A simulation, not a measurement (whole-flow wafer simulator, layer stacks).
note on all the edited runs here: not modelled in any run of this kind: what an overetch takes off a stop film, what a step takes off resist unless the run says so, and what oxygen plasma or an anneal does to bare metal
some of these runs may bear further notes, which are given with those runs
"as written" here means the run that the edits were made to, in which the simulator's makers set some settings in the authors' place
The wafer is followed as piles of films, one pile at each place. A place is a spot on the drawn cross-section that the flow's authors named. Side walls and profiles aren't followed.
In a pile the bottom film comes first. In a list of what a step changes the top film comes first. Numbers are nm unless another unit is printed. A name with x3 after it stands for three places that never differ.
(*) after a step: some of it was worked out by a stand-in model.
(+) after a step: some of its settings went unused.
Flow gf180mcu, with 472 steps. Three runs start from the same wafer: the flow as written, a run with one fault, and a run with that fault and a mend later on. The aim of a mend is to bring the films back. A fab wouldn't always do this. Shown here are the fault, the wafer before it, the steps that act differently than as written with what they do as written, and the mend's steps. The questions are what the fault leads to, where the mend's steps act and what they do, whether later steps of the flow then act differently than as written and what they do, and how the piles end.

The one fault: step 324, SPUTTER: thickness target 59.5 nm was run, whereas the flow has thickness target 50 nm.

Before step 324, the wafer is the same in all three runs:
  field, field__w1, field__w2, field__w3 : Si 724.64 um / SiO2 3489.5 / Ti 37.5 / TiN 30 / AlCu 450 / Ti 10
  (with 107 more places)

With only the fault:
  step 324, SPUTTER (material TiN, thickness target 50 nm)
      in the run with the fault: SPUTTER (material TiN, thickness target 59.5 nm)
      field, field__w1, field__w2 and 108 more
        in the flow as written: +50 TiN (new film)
        in the run with the fault: +59.5 TiN (new film)
  Steps further on in the flow that do not act as written (6 other steps are not shown; they differ only slightly, by no more than 2% or 0.5 nm, whichever is larger):
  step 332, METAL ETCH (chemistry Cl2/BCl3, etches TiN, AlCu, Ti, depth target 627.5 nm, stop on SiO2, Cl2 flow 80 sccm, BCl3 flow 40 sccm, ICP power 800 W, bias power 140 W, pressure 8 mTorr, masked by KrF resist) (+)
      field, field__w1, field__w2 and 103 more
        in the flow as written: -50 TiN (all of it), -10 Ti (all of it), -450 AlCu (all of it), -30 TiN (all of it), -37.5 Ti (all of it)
        in the run with the fault: -59.5 TiN (all of it), -10 Ti (all of it), -450 AlCu (all of it), -30 TiN (all of it), -37.5 Ti (all of it)
  By the end, the piles at field__w8, contact, m1, m1__w1, m1_nw depart from the flow's by more than 2% or 0.5 nm, whichever is larger.
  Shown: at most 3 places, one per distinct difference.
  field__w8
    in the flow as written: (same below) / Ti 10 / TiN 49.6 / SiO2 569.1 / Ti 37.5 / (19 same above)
    in the run with the fault: (same below) / Ti 10 / TiN 59.1 / SiO2 559.6 / Ti 37.5 / (19 same above)
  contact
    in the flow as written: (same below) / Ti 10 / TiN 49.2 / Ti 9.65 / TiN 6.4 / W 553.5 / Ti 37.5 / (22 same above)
    in the run with the fault: (same below) / Ti 10 / TiN 58.7 / Ti 9.71 / TiN 6.44 / W 543.9 / Ti 37.5 / (22 same above)

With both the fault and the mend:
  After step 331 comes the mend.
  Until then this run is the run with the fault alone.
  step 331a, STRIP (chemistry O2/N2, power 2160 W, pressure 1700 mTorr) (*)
      field__w8, contact, m1, m1__w1, m1_nw
        -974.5 KrF resist (all of it)
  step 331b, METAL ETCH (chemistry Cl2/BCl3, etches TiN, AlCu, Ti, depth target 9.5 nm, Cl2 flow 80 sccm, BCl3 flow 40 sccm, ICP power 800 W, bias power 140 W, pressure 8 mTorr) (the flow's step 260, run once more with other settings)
      field, field__w1, field__w2 and 108 more
        -9.5 TiN
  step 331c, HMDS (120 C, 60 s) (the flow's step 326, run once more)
      leaves every film unchanged at each place that is followed
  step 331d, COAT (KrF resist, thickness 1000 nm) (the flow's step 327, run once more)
      field, field__w1, field__w2 and 108 more
        +1000 KrF resist (new film)
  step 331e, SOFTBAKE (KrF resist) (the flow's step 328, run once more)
      leaves every film unchanged at each place that is followed
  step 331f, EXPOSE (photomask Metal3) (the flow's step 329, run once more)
      leaves every film unchanged at each place that is followed
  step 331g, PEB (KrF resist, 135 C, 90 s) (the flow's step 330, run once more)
      field, field__w1, field__w2 and 108 more
        -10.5 KrF resist
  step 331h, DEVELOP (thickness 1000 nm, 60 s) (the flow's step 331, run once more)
      field, field__w1, field__w2 and 103 more
        -989.5 KrF resist (all of it)
      field__w8, contact, m1, m1__w1, m1_nw
        -14.9 KrF resist
  None of the later steps of the flow acts differently than as written at any place that is followed.
  The piles end the same as the flow's at every place that both follow.
